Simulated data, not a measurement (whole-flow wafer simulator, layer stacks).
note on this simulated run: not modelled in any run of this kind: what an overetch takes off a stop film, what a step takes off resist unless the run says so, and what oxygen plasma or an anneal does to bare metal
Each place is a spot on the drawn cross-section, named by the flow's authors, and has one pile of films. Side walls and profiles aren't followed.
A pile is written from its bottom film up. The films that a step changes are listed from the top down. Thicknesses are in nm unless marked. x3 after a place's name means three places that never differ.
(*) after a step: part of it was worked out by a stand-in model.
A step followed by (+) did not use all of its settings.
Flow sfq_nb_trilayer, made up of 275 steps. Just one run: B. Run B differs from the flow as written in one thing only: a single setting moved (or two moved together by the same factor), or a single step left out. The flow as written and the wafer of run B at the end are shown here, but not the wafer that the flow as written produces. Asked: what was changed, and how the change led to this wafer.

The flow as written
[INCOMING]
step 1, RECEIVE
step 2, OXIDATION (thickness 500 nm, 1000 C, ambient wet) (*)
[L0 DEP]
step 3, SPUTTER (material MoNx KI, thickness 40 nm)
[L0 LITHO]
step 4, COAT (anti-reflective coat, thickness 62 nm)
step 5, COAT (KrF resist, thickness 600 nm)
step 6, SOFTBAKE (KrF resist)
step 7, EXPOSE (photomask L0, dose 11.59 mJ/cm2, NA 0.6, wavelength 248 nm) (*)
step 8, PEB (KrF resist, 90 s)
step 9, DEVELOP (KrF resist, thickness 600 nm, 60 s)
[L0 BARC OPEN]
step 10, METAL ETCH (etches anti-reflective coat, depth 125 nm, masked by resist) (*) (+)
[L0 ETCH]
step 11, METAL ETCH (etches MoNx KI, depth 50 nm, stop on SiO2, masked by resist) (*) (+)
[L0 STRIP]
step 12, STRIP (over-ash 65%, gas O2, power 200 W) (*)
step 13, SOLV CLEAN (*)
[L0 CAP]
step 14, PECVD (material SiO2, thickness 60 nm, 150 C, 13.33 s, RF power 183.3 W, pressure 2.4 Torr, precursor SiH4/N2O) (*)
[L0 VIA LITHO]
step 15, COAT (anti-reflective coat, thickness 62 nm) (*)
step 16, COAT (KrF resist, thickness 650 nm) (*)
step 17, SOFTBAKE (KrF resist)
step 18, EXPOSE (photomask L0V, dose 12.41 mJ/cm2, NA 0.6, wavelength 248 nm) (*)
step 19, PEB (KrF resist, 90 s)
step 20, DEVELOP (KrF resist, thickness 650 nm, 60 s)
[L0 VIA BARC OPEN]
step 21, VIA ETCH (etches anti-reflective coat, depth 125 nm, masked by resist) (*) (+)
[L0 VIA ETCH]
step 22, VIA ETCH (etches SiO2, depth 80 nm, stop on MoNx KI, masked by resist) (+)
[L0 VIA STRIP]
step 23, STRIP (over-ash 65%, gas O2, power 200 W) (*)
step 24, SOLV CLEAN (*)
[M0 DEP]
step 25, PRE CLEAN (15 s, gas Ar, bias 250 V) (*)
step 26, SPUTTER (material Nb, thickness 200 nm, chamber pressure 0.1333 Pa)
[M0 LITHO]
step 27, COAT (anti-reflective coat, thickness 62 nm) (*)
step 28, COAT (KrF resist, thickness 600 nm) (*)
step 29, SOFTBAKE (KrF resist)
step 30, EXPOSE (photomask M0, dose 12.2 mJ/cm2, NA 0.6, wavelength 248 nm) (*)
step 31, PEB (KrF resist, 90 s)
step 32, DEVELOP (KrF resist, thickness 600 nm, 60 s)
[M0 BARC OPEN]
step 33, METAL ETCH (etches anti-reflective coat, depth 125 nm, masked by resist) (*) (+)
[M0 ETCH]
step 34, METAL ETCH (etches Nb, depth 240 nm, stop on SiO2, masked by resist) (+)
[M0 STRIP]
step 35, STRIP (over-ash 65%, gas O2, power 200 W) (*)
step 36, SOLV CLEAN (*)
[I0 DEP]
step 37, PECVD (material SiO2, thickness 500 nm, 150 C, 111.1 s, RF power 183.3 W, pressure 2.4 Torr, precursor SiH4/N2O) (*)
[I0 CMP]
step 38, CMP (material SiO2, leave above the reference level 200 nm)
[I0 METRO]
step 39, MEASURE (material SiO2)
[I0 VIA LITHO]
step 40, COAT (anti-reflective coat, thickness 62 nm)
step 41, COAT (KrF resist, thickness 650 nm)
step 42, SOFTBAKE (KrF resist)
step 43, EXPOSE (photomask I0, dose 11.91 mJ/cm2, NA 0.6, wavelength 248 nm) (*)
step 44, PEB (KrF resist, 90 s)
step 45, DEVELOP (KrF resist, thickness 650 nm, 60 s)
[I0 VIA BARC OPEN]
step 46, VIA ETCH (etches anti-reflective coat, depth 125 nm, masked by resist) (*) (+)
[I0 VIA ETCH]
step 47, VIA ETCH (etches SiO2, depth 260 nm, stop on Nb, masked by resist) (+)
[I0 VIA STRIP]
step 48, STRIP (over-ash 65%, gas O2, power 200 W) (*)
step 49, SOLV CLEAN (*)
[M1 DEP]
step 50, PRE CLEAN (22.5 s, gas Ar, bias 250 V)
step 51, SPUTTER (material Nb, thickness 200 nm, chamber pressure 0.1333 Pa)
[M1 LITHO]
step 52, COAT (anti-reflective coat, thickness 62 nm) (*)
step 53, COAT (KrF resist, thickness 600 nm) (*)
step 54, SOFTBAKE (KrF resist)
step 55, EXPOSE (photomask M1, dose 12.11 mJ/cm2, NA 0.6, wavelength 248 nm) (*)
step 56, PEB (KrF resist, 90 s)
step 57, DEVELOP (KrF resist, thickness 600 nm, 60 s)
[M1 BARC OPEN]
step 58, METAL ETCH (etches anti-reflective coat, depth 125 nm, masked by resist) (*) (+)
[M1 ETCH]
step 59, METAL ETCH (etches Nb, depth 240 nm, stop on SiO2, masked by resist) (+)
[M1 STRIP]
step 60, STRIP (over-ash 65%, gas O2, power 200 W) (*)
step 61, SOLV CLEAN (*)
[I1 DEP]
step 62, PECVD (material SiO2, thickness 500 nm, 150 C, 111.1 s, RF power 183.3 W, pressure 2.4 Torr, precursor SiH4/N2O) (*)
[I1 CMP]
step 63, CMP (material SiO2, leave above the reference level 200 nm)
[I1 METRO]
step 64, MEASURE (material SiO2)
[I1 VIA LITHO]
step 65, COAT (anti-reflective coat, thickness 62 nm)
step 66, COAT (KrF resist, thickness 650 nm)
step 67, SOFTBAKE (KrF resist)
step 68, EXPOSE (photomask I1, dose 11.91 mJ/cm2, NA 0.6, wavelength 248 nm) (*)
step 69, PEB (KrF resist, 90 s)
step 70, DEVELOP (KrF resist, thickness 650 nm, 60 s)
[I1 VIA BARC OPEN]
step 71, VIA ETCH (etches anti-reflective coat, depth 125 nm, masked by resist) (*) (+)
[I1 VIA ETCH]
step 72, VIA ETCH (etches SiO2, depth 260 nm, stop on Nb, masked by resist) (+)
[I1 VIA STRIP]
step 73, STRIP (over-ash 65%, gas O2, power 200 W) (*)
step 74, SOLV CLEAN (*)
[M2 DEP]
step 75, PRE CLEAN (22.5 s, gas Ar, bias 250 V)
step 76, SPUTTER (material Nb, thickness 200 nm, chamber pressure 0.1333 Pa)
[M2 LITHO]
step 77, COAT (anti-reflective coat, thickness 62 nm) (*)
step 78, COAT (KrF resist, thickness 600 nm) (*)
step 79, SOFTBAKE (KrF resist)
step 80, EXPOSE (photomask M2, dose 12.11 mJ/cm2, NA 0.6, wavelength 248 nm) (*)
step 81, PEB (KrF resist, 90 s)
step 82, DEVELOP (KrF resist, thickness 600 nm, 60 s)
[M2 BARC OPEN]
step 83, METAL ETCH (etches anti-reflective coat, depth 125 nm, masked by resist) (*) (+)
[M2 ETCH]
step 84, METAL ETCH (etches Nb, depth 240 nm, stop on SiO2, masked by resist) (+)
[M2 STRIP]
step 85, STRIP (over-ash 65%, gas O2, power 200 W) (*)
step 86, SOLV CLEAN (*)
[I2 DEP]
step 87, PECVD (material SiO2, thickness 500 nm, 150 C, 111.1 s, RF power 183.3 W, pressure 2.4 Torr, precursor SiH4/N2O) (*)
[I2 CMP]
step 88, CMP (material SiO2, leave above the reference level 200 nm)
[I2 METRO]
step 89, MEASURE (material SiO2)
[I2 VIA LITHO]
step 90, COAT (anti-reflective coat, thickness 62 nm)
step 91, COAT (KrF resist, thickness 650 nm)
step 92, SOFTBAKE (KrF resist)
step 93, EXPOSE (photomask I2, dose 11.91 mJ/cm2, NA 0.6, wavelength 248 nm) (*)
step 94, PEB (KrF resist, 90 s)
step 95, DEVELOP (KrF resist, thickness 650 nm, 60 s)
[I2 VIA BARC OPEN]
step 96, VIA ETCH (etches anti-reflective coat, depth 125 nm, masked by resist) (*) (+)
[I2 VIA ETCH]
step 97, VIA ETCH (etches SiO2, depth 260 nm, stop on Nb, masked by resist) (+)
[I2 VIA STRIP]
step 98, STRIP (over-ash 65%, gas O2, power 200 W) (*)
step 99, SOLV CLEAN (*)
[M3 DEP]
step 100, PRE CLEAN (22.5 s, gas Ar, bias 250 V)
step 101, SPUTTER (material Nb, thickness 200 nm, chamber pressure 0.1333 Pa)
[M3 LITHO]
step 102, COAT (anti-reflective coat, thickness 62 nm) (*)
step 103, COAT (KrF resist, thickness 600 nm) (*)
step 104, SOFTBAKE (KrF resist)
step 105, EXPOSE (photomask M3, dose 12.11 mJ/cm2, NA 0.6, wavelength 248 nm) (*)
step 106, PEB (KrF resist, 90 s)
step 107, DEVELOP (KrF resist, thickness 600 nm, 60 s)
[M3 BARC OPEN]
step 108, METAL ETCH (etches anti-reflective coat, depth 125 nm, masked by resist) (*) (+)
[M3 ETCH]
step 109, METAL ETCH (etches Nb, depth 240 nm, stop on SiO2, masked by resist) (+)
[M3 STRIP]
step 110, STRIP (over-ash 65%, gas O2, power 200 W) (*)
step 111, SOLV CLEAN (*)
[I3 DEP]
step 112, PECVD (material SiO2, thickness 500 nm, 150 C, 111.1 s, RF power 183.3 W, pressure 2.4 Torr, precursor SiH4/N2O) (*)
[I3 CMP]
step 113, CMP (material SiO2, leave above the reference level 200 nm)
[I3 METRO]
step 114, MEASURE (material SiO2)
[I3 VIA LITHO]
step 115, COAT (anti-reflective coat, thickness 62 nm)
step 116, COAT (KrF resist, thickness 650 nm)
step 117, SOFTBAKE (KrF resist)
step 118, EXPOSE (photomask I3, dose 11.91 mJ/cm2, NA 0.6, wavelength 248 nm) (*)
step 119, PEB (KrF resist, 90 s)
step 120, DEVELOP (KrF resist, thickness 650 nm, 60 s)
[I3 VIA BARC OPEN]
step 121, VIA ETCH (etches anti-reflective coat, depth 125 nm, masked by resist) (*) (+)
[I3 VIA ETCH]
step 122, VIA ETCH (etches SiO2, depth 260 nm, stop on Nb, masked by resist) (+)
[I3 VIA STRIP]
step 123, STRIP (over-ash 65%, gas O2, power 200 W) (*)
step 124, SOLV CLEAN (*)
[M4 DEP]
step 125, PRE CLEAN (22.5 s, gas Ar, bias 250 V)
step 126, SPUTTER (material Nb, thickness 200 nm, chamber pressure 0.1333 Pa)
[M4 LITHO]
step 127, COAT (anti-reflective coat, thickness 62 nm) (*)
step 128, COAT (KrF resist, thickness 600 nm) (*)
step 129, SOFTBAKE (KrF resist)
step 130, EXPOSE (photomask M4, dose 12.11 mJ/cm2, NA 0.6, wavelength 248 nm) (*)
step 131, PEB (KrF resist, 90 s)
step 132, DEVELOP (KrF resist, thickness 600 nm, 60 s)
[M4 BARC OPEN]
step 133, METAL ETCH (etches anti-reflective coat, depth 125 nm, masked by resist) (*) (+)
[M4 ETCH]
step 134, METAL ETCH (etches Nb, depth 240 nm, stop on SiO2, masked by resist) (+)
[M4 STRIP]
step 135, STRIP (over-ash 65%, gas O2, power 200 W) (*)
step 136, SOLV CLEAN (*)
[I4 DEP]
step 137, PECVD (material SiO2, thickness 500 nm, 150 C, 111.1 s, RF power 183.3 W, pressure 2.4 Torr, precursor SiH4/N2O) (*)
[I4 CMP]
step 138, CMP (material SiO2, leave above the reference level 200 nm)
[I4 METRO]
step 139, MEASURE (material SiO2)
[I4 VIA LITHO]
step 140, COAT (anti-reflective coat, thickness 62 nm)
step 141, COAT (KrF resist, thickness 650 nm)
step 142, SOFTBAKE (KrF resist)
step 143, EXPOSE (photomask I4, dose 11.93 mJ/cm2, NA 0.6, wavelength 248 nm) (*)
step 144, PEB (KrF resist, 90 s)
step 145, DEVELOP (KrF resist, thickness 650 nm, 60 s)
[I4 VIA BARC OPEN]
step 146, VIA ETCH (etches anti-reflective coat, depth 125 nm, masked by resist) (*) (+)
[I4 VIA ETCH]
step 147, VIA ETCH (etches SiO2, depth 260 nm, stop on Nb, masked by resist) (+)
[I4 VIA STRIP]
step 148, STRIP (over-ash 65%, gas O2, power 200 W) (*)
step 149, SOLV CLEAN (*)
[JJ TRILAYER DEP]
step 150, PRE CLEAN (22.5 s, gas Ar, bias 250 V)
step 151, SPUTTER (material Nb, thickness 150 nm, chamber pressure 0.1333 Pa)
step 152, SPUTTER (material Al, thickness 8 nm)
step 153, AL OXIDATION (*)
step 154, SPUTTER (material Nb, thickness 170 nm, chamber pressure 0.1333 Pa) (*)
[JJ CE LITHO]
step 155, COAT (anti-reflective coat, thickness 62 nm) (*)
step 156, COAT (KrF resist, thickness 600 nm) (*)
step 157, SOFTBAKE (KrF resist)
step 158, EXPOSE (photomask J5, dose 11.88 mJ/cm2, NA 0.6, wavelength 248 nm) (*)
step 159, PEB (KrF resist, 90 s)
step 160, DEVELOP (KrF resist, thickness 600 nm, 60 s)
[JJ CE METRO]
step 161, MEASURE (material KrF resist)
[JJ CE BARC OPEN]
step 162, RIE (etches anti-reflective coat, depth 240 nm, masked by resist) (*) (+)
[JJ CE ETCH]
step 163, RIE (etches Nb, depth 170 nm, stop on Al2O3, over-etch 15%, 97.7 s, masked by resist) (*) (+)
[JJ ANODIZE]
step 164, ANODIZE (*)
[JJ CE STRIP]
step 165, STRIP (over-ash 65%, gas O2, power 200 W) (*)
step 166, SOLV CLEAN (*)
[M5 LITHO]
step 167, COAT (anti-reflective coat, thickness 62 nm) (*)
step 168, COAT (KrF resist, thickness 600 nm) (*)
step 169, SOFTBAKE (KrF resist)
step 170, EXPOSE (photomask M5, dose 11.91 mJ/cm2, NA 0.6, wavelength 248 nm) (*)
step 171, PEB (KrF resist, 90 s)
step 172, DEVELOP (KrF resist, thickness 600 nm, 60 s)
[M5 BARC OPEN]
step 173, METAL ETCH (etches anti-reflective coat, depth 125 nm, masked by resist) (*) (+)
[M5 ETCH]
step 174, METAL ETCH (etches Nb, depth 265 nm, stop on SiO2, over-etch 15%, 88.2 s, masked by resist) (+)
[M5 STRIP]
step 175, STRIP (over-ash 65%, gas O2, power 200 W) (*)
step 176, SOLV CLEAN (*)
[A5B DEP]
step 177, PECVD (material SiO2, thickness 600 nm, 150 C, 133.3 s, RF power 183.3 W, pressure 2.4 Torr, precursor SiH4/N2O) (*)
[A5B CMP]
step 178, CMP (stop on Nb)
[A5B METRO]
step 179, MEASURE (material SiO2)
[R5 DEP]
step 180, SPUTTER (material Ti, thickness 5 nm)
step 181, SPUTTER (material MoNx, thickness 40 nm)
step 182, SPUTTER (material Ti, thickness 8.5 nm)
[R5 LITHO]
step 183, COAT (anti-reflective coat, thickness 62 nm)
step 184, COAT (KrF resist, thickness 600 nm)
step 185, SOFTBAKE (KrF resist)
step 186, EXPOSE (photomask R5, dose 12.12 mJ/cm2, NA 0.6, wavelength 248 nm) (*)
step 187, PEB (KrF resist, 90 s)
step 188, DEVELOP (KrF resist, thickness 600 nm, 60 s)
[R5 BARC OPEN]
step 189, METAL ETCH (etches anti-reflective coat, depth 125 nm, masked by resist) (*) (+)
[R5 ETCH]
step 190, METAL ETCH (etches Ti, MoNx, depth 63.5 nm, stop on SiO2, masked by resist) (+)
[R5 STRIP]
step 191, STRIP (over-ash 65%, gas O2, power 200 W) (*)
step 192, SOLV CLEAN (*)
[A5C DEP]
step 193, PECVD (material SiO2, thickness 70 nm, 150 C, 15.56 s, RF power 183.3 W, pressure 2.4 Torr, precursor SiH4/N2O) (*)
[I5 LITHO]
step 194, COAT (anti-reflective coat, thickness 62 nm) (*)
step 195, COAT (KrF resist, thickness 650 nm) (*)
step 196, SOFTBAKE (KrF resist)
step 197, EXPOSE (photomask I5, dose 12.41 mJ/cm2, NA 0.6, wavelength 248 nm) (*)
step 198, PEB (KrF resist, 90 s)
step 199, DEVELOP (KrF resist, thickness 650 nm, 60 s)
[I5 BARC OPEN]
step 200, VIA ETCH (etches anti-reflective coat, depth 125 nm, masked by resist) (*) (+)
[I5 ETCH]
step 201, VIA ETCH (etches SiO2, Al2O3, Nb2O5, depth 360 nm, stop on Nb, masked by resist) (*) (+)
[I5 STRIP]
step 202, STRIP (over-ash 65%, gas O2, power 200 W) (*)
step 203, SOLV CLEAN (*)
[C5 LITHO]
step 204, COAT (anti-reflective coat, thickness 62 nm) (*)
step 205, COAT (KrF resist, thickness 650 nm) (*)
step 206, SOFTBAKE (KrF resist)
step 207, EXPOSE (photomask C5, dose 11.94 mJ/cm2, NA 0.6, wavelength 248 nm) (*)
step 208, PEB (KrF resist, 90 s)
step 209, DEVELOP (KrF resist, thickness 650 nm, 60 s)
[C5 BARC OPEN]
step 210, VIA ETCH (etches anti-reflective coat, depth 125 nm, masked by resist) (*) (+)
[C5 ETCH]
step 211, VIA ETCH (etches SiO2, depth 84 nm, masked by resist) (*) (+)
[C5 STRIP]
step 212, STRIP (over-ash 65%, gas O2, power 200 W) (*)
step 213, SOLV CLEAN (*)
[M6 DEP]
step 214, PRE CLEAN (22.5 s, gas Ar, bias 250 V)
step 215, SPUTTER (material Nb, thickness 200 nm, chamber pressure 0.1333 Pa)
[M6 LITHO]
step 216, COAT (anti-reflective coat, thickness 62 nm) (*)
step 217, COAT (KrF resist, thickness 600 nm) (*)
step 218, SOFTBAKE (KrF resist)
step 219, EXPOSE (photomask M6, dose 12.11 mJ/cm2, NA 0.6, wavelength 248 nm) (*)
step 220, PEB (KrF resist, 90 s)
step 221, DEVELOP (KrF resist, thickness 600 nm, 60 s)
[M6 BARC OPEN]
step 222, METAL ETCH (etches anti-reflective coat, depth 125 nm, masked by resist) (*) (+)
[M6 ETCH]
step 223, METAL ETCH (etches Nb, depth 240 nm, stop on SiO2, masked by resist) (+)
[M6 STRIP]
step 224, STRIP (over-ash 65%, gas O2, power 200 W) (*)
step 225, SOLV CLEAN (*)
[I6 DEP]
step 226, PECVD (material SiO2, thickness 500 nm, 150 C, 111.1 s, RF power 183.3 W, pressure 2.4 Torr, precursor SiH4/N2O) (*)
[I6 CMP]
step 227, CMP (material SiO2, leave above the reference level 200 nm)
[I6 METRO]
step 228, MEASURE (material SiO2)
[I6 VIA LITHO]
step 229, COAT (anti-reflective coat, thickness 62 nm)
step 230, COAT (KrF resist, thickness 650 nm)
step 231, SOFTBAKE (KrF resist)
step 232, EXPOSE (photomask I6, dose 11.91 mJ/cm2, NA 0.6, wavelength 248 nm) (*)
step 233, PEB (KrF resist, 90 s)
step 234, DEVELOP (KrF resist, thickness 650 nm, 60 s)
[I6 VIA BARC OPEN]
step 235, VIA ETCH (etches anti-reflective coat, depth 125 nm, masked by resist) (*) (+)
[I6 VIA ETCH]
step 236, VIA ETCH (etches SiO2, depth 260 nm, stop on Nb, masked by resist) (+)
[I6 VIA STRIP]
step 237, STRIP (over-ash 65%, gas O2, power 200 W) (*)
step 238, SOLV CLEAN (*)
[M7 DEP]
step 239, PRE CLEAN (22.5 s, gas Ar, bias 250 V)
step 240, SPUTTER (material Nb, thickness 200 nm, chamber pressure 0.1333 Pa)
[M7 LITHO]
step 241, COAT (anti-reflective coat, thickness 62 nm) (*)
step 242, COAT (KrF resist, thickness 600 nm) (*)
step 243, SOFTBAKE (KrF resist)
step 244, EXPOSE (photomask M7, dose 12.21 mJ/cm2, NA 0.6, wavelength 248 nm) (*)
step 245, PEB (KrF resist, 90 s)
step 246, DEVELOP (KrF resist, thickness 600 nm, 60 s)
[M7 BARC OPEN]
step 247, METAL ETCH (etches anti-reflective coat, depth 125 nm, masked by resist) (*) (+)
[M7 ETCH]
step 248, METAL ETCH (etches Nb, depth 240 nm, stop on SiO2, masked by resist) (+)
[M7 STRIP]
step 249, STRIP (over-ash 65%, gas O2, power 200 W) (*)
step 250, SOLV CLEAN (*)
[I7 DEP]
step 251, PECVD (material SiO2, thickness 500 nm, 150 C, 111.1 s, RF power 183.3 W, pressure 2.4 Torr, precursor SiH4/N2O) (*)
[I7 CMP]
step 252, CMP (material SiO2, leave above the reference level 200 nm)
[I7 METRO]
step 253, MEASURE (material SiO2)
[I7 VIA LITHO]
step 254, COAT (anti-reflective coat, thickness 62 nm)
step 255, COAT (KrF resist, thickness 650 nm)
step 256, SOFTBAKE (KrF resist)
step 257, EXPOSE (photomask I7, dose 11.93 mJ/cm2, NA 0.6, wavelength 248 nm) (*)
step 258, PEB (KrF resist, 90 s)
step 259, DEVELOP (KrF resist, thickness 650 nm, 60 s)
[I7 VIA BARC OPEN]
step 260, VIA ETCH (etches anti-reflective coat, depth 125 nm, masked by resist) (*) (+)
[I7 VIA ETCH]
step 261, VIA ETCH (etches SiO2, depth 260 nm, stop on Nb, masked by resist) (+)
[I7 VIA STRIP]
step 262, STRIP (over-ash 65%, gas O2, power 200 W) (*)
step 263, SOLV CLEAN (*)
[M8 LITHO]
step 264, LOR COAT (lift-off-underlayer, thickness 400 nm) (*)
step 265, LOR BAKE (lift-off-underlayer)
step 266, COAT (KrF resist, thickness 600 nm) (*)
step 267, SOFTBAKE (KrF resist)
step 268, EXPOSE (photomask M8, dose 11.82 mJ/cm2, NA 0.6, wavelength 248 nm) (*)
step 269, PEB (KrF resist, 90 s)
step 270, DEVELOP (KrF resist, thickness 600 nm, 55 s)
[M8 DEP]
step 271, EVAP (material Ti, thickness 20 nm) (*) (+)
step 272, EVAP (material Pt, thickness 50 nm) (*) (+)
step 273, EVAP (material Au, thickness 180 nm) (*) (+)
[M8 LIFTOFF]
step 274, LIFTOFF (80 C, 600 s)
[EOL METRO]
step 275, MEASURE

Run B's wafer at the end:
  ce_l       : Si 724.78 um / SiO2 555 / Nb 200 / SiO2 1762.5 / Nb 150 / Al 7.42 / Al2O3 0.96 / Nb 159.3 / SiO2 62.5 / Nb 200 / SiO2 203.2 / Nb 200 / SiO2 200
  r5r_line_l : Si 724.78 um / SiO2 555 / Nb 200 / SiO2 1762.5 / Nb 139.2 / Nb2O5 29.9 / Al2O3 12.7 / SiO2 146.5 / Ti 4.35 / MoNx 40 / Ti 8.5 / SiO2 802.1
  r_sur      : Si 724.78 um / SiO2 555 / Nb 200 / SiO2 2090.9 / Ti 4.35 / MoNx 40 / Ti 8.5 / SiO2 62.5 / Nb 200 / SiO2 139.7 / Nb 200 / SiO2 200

The reason: step 180, SPUTTER: thickness 4.35 nm was run, while the flow as written has thickness 5 nm.
The wafer itself shows it: r5r_line_l has Ti 4.35, and step 180 as written asks for 5 nm.

Step by step, how the change led to this:
  step 180, SPUTTER (material Ti, thickness 5 nm)
      field_l, v_sur, via_wl and 103 more: Ti gains 4.35 (new film) (in the flow as written it would be: Ti gains 5 (new film))
  step 190, METAL ETCH (etches Ti, MoNx, depth 63.5 nm, stop on SiO2, masked by resist) (+)
      field_l, v_sur, via_wl and 92 more: Ti loses 8.5 (all of it), MoNx loses 40 (all of it), Ti loses 4.35 (all of it) (in the flow as written it would be: Ti loses 8.5 (all of it), MoNx loses 40 (all of it), Ti loses 5 (all of it))
      ce_l, c5j, ce_r, wl_jj: Ti loses 8.5 (all of it), MoNx loses 40 (all of it), Ti loses 4.35 (all of it), Nb loses 10.7 (in the flow as written it would be: Ti loses 8.5 (all of it), MoNx loses 40 (all of it), Ti loses 5 (all of it), Nb loses 10)
